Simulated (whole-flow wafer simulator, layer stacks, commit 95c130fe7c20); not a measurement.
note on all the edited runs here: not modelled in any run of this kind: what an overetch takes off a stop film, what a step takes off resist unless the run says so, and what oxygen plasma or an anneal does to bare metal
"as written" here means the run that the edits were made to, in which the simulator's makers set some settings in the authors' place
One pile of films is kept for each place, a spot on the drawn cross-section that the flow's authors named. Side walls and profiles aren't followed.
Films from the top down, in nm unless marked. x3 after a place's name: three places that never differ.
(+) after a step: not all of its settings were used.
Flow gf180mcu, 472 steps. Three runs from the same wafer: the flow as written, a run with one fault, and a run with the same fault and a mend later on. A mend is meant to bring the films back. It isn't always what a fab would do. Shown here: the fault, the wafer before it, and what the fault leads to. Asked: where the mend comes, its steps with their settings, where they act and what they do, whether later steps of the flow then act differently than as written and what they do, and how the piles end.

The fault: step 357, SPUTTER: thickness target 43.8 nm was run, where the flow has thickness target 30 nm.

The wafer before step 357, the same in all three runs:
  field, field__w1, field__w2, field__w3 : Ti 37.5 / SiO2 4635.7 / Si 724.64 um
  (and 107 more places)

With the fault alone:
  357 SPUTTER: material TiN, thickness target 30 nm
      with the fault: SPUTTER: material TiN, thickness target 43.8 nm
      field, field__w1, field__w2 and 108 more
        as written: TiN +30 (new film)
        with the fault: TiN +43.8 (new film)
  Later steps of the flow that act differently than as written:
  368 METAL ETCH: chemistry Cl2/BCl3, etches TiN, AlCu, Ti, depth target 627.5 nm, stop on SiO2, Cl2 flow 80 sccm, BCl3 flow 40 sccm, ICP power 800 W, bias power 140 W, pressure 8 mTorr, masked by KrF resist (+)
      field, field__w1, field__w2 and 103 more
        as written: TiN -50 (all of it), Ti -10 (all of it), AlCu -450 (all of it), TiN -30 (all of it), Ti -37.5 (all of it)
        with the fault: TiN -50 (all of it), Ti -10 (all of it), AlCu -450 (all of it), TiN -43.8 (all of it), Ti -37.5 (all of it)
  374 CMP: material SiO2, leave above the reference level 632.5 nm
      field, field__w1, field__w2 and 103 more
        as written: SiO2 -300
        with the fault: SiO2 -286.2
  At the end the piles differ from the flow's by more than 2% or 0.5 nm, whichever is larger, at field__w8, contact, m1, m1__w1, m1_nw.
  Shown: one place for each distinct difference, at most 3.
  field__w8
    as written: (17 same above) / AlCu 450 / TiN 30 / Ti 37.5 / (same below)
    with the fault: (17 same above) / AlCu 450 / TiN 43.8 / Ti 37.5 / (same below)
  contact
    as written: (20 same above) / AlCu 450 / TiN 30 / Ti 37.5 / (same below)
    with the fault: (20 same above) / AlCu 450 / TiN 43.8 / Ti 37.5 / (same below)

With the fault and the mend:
  The mend comes after step 357.
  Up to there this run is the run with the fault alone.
  357a METAL ETCH: chemistry Cl2/BCl3, etches TiN, AlCu, Ti, depth target 13.8 nm, Cl2 flow 80 sccm, BCl3 flow 40 sccm, ICP power 800 W, bias power 140 W, pressure 8 mTorr (the flow's step 260 once more, with other settings)
      field, field__w1, field__w2 and 108 more
        TiN -13.8
  No later step of the flow acts differently than as written at any place that is followed.
  At the end the piles are the same as the flow's at every place that both follow.
